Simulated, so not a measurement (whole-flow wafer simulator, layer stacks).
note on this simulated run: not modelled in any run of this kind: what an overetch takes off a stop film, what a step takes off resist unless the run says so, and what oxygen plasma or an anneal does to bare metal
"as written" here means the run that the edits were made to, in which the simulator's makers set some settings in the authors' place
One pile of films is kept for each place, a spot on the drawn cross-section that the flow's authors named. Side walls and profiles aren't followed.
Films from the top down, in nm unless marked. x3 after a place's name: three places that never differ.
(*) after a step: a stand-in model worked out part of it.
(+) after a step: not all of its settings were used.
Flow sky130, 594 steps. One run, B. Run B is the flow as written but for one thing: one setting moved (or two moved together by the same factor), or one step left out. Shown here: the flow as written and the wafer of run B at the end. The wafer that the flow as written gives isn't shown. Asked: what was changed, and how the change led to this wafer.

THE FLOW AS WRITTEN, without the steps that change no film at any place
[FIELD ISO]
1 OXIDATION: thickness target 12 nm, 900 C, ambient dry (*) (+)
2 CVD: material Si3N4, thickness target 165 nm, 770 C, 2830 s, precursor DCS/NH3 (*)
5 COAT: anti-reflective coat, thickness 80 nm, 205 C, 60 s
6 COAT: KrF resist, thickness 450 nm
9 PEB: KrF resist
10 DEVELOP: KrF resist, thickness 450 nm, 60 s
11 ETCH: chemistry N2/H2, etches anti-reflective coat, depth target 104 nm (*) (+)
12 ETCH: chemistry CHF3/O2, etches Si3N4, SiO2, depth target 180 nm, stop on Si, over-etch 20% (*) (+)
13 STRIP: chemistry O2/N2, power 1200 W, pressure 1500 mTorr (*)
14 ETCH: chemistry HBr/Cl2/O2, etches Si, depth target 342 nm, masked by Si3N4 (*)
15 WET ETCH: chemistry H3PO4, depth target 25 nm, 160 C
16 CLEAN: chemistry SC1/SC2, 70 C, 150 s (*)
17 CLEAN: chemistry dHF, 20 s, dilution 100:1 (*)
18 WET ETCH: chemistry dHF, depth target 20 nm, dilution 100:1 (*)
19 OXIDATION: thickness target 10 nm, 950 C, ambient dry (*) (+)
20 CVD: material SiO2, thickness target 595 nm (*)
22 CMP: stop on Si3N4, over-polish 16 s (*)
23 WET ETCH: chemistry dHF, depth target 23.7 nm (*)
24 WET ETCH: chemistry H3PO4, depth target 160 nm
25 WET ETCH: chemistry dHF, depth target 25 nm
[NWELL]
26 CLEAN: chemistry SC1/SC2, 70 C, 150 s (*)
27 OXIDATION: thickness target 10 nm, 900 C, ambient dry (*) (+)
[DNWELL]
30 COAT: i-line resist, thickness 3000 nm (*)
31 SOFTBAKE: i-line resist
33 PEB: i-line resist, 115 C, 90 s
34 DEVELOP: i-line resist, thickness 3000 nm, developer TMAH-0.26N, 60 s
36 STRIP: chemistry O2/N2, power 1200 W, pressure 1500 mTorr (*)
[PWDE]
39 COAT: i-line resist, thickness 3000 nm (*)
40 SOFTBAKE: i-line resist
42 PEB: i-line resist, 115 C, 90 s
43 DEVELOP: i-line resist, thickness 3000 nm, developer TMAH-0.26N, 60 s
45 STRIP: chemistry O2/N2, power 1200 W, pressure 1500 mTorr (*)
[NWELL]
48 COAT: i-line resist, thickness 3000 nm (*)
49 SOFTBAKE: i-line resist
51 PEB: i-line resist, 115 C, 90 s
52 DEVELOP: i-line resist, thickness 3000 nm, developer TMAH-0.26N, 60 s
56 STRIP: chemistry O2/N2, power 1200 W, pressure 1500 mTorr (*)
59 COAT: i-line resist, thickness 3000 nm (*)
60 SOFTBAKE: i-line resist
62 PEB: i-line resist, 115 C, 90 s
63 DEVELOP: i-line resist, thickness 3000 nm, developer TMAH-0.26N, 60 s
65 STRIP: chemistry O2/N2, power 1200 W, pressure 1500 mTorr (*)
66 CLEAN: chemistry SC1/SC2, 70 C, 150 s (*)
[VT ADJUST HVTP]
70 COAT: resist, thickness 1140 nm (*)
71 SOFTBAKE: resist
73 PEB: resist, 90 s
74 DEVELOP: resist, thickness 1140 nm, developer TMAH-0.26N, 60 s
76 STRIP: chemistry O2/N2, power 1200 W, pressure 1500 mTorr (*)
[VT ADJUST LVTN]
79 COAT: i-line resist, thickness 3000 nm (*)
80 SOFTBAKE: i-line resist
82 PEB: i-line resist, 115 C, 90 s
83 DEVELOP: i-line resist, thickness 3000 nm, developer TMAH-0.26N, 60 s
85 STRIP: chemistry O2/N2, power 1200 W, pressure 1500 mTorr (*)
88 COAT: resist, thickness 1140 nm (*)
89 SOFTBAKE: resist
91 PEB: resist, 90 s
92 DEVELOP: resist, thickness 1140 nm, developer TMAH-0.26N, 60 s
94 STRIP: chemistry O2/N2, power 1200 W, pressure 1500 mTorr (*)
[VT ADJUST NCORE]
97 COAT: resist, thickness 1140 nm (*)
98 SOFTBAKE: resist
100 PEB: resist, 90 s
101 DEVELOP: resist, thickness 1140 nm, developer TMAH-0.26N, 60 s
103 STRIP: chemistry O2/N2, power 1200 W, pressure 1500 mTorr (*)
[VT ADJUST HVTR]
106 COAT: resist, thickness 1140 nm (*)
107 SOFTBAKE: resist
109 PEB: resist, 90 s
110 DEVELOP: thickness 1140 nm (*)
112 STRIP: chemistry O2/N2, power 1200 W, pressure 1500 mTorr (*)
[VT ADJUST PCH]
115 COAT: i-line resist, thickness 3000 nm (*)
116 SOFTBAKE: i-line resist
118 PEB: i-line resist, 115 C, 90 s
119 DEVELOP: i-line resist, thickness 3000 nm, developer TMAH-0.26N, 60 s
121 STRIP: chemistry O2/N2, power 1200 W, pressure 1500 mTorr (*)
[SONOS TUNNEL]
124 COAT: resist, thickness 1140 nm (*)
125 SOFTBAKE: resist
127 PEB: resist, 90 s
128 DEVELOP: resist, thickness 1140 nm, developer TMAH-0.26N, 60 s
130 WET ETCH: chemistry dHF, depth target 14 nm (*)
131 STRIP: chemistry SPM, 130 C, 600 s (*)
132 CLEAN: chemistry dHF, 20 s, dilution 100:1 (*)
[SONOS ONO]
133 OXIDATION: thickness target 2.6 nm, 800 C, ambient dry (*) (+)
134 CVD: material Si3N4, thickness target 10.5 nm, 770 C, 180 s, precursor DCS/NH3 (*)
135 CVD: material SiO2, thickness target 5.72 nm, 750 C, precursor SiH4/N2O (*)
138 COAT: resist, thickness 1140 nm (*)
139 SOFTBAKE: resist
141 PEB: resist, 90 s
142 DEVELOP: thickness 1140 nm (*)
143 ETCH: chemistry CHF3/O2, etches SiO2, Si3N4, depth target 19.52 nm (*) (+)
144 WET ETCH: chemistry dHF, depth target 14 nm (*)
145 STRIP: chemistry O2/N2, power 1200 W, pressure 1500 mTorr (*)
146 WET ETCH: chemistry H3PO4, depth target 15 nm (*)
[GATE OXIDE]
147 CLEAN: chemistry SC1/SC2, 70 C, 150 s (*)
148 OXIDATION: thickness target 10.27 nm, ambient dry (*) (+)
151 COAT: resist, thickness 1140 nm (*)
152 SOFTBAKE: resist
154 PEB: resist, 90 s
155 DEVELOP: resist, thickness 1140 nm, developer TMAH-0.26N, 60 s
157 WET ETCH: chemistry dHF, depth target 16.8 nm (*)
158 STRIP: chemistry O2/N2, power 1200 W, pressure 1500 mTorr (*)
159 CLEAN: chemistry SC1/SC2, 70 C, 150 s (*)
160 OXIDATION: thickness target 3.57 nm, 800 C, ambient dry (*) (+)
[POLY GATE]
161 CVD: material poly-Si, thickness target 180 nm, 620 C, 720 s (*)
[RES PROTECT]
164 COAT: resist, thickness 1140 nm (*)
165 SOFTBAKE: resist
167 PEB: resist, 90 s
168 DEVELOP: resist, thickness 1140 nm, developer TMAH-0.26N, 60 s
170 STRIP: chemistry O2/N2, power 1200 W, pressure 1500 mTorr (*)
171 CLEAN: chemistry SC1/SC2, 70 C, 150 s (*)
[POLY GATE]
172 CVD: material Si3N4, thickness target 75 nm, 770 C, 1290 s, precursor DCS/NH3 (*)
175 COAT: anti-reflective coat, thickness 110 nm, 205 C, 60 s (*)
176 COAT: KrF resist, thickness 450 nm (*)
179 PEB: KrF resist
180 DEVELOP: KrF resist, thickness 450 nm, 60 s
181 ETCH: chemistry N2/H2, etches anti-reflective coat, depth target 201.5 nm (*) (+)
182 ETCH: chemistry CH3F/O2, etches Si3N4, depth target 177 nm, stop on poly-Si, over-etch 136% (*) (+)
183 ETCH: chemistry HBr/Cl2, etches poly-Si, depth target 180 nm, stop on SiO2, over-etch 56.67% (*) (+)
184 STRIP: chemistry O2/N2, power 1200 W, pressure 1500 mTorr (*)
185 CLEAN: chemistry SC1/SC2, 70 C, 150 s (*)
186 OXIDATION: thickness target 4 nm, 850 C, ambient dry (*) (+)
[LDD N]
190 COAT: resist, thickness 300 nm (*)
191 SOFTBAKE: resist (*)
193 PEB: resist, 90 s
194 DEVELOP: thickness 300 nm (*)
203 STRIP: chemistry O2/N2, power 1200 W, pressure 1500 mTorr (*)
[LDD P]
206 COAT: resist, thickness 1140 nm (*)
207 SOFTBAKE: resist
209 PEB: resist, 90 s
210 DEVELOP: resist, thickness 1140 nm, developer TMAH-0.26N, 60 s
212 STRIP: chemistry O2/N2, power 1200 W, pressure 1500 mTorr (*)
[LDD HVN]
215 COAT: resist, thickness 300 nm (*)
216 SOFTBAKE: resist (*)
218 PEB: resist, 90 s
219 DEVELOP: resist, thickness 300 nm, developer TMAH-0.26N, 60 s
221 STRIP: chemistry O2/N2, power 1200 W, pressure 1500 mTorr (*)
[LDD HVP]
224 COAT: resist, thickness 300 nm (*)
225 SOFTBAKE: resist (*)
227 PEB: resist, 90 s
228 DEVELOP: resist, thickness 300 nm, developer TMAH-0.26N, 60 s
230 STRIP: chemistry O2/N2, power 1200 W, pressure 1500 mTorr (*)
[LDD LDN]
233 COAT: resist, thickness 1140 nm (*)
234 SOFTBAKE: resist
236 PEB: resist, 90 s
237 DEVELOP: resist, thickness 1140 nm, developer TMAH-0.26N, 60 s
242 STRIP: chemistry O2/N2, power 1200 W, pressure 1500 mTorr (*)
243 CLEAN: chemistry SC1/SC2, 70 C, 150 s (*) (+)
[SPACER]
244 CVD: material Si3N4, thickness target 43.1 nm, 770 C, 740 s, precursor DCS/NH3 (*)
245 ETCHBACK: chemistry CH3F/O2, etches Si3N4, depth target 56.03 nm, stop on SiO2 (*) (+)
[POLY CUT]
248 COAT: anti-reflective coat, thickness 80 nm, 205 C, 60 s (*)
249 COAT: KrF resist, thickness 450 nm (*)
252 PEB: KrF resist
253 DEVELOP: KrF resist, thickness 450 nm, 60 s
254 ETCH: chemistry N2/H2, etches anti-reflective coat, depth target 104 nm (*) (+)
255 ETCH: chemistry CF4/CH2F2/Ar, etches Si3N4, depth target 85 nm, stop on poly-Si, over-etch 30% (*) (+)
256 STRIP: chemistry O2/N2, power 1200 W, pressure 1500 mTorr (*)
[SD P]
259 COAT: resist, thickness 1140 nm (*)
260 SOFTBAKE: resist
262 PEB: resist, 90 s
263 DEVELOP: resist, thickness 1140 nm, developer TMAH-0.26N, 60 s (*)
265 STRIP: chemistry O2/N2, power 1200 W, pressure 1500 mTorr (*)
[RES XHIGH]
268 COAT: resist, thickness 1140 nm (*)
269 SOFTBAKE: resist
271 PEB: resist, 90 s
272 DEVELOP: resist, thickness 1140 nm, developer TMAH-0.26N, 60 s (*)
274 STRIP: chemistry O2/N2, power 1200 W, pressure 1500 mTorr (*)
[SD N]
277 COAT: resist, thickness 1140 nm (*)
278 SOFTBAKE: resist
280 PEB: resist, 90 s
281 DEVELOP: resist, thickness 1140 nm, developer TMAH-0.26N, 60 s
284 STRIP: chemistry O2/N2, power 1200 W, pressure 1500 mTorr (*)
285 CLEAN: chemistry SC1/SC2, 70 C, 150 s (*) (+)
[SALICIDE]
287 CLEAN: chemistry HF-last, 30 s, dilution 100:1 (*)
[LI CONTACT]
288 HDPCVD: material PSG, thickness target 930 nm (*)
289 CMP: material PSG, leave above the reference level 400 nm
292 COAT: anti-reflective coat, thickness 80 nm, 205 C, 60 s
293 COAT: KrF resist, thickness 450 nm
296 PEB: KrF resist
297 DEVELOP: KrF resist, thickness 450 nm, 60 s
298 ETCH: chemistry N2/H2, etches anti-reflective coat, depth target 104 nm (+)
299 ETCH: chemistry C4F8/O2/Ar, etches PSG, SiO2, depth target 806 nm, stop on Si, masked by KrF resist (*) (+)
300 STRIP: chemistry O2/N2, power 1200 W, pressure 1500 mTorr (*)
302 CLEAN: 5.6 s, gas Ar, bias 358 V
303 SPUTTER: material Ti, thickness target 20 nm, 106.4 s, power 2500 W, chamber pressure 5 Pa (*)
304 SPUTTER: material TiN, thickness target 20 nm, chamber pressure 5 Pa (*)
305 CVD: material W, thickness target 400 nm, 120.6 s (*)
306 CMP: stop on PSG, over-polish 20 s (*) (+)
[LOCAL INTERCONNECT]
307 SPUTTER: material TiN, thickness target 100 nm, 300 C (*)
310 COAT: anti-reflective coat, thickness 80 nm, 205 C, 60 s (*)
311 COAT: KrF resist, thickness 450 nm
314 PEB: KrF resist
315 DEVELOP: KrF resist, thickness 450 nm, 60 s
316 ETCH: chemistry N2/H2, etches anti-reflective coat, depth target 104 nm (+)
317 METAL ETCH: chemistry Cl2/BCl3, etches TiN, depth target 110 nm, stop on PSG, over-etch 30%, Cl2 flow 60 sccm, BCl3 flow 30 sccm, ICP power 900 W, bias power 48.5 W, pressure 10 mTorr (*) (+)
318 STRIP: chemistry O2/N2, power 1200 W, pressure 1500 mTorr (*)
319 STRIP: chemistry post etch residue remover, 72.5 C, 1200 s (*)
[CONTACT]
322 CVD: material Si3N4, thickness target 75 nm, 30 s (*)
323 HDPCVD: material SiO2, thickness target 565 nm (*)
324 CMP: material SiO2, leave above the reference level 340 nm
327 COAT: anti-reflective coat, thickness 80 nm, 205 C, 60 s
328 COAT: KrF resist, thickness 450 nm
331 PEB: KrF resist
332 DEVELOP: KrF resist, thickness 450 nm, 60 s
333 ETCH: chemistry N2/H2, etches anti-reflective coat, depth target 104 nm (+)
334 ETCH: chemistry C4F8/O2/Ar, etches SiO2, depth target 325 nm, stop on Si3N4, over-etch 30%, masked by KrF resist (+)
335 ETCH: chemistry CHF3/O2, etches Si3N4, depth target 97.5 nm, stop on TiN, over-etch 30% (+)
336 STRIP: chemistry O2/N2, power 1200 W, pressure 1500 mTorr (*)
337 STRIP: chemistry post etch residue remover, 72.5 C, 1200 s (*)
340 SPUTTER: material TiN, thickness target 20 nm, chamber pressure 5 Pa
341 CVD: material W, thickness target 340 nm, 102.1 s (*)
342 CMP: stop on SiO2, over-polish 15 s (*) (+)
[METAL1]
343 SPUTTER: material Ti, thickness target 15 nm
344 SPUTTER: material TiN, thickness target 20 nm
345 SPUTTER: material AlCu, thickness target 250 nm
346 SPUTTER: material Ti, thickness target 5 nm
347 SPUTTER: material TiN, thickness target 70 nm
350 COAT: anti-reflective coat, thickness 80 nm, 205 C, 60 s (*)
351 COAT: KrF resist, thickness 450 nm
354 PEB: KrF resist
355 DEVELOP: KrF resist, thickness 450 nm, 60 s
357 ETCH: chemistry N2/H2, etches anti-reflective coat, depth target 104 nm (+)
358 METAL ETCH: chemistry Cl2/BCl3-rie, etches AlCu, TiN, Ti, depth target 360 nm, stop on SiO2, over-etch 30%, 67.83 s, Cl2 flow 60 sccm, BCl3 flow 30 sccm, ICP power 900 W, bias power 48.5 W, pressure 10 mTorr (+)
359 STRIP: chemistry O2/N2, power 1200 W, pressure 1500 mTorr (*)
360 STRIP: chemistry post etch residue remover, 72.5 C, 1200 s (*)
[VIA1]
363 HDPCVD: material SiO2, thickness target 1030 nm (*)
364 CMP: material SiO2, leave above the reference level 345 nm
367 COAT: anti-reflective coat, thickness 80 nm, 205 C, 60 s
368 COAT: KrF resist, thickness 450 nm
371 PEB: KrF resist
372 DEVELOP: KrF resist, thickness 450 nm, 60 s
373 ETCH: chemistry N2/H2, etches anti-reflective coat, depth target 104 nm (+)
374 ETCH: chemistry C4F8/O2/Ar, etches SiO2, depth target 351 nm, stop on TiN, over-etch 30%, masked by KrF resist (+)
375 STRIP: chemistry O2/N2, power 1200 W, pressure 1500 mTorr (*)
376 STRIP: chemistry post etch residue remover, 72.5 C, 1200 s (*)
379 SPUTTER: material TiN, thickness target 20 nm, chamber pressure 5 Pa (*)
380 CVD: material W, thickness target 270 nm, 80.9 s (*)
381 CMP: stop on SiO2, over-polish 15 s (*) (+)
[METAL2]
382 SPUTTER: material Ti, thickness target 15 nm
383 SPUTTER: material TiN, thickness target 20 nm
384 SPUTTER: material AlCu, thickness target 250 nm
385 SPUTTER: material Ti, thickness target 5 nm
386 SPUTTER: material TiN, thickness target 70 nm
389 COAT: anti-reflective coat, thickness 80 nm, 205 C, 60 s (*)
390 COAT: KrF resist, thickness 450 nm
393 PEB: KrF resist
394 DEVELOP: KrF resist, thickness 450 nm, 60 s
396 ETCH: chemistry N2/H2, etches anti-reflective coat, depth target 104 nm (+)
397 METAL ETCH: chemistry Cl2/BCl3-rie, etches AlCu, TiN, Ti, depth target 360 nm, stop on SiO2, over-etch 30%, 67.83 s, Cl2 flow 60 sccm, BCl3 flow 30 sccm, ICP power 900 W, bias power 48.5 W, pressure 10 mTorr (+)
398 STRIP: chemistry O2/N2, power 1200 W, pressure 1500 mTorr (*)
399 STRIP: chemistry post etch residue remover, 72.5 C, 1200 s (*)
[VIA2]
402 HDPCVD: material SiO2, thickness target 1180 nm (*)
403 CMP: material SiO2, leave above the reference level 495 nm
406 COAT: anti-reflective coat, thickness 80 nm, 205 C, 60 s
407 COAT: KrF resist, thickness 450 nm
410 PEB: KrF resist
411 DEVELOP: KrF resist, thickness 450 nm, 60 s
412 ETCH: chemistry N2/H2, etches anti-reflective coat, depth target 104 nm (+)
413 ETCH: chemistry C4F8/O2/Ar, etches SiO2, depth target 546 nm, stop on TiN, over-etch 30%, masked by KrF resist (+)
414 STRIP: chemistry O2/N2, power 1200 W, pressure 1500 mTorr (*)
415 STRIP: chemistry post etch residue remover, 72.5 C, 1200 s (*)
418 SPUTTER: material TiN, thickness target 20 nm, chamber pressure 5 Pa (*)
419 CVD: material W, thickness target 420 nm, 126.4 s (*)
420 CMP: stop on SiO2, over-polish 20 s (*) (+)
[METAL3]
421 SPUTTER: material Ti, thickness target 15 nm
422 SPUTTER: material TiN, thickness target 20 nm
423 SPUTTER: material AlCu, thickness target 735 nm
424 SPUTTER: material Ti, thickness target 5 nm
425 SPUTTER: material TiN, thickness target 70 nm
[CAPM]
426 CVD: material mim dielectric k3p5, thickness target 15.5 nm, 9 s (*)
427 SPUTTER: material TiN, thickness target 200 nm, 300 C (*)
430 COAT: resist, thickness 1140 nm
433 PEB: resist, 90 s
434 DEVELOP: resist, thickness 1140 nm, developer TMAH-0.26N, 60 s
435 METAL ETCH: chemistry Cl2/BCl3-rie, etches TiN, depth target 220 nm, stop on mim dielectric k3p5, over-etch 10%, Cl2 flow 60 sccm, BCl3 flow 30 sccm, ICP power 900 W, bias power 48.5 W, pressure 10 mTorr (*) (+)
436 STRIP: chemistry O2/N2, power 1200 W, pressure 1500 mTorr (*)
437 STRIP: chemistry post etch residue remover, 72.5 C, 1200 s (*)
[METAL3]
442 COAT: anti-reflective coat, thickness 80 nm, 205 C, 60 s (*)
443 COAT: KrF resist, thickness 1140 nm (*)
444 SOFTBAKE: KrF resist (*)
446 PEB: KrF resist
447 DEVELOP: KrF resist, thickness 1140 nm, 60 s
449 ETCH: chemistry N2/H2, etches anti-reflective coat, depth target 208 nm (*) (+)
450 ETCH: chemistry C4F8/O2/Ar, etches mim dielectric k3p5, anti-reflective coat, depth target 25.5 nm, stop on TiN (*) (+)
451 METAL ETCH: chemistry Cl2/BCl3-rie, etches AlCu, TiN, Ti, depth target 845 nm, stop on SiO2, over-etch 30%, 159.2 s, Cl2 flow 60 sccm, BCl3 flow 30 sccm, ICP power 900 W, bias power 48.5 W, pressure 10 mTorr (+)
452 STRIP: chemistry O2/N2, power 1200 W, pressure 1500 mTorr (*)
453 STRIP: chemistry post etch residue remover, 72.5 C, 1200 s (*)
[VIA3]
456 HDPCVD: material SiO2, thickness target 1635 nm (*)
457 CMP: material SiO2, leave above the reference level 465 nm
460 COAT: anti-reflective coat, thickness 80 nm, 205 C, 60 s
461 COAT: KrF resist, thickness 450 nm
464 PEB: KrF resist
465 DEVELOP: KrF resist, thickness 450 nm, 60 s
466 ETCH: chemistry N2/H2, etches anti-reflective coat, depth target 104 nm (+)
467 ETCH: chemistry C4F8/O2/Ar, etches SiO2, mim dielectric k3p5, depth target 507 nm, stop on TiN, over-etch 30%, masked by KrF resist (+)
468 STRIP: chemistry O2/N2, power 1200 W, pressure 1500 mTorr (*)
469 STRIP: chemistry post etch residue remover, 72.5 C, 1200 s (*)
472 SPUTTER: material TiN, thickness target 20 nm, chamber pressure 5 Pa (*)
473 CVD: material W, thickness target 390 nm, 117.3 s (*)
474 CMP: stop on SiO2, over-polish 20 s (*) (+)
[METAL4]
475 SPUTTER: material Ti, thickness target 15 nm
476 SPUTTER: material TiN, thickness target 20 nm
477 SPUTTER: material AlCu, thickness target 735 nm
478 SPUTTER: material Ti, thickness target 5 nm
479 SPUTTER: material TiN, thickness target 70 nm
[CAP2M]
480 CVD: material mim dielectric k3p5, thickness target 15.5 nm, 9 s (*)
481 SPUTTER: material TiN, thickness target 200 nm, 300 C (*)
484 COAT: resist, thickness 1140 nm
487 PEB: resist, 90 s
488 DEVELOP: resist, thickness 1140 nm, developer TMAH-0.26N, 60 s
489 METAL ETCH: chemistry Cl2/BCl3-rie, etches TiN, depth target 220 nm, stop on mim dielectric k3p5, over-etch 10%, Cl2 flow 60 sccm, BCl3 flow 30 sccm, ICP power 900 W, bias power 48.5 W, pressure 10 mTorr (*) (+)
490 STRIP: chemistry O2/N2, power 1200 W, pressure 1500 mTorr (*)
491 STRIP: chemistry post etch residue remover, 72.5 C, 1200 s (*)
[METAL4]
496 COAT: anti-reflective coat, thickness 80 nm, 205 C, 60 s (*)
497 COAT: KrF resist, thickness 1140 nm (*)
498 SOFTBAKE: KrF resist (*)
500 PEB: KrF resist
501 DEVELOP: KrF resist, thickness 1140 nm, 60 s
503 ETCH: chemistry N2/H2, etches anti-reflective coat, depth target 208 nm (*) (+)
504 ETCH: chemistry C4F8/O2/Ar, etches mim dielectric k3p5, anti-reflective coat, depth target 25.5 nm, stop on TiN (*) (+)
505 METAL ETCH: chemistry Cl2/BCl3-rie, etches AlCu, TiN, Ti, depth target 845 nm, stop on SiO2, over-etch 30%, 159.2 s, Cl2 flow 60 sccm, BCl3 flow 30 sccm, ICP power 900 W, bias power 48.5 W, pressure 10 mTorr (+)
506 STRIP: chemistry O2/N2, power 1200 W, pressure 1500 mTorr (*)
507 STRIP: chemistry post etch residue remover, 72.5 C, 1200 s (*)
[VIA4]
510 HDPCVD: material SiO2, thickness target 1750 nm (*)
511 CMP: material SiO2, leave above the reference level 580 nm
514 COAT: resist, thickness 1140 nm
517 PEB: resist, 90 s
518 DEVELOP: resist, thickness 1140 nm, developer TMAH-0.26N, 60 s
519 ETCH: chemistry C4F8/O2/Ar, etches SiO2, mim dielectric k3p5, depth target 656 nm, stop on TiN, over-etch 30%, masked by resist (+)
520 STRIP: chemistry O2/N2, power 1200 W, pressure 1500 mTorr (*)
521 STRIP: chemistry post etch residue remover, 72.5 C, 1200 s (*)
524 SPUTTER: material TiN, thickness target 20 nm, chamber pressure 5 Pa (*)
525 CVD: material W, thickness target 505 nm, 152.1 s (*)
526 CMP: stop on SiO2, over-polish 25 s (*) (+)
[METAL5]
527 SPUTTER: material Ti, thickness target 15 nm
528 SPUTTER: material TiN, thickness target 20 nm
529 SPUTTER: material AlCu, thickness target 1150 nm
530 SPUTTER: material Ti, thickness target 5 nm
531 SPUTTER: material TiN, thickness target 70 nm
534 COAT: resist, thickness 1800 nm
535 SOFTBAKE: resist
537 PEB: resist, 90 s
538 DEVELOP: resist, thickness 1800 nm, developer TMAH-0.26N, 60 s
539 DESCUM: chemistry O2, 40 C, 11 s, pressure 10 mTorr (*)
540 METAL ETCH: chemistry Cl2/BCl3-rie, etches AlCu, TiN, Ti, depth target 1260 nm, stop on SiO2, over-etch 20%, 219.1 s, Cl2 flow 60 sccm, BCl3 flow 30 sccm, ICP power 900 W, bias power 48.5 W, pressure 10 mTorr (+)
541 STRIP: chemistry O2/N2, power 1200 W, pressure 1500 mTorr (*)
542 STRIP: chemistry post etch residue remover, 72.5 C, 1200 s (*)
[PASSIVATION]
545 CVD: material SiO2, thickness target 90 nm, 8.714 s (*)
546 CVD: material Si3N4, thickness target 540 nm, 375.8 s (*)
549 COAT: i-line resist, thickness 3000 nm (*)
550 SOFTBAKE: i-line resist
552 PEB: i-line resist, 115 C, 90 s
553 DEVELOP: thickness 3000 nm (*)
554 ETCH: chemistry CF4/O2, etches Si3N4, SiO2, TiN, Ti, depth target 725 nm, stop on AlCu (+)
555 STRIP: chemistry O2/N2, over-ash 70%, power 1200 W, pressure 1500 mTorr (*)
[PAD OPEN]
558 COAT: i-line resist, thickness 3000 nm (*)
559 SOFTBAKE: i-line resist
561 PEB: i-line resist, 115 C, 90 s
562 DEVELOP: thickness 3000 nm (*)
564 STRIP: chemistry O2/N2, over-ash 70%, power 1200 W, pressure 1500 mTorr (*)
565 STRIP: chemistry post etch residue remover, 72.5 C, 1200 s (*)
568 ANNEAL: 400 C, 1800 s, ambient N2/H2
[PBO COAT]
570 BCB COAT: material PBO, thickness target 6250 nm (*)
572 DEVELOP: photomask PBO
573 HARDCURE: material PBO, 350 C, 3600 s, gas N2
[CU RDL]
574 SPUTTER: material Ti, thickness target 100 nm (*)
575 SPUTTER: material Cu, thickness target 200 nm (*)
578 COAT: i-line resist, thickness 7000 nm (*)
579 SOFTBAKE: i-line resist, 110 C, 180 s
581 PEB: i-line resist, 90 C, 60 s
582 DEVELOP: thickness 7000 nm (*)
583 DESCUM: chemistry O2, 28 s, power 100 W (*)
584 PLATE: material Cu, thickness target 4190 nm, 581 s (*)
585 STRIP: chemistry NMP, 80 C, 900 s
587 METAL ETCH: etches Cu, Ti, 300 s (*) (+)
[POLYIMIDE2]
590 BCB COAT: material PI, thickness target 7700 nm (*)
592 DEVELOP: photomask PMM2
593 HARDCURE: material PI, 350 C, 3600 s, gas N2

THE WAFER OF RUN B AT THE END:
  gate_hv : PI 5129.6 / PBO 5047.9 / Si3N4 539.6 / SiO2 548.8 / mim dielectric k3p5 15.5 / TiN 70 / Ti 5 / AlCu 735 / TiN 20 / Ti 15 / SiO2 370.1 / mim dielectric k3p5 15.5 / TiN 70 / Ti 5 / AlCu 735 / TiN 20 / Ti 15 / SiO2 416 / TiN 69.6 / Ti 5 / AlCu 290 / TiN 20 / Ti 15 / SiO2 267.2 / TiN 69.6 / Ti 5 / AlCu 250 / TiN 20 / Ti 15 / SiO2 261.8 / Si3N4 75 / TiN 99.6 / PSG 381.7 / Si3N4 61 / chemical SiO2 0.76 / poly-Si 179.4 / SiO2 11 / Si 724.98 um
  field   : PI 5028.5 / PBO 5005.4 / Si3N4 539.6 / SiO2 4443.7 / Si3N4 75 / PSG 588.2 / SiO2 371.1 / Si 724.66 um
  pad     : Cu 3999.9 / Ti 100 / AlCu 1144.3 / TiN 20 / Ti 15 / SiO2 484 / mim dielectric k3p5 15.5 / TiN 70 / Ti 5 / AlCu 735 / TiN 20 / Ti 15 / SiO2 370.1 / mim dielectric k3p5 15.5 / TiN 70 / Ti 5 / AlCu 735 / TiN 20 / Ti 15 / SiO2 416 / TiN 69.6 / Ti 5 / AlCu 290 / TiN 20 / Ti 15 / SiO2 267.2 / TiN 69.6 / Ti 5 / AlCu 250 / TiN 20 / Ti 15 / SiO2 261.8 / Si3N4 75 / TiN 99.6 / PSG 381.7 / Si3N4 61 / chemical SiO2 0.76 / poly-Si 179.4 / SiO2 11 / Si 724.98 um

The cause: step 384, SPUTTER: thickness target 290 nm was run, where the flow has thickness target 250 nm.
It can be read off the wafer: gate_hv has AlCu 290, and step 384 as written asks for 250 nm.

How the change led to this, step by step:
  384 SPUTTER: material AlCu, thickness target 250 nm
      field, active, n_well and 188 more: AlCu +290 (new film) (as written it would be: AlCu +250 (new film))
  397 METAL ETCH: chemistry Cl2/BCl3-rie, etches AlCu, TiN, Ti, depth target 360 nm, stop on SiO2, over-etch 30%, 67.83 s, Cl2 flow 60 sccm, BCl3 flow 30 sccm, ICP power 900 W, bias power 48.5 W, pressure 10 mTorr (+)
      field, active, gate and 82 more: TiN -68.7 (all of it), Ti -5 (all of it), AlCu -290 (all of it), TiN -20 (all of it), Ti -15 (all of it), SiO2 -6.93 (as written it would be: TiN -68.7 (all of it), Ti -5 (all of it), AlCu -250 (all of it), TiN -20 (all of it), Ti -15 (all of it), SiO2 -10.9)
  403 CMP: material SiO2, leave above the reference level 495 nm
      field, active, gate and 82 more: SiO2 -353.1 (as written it would be: SiO2 -389.1)
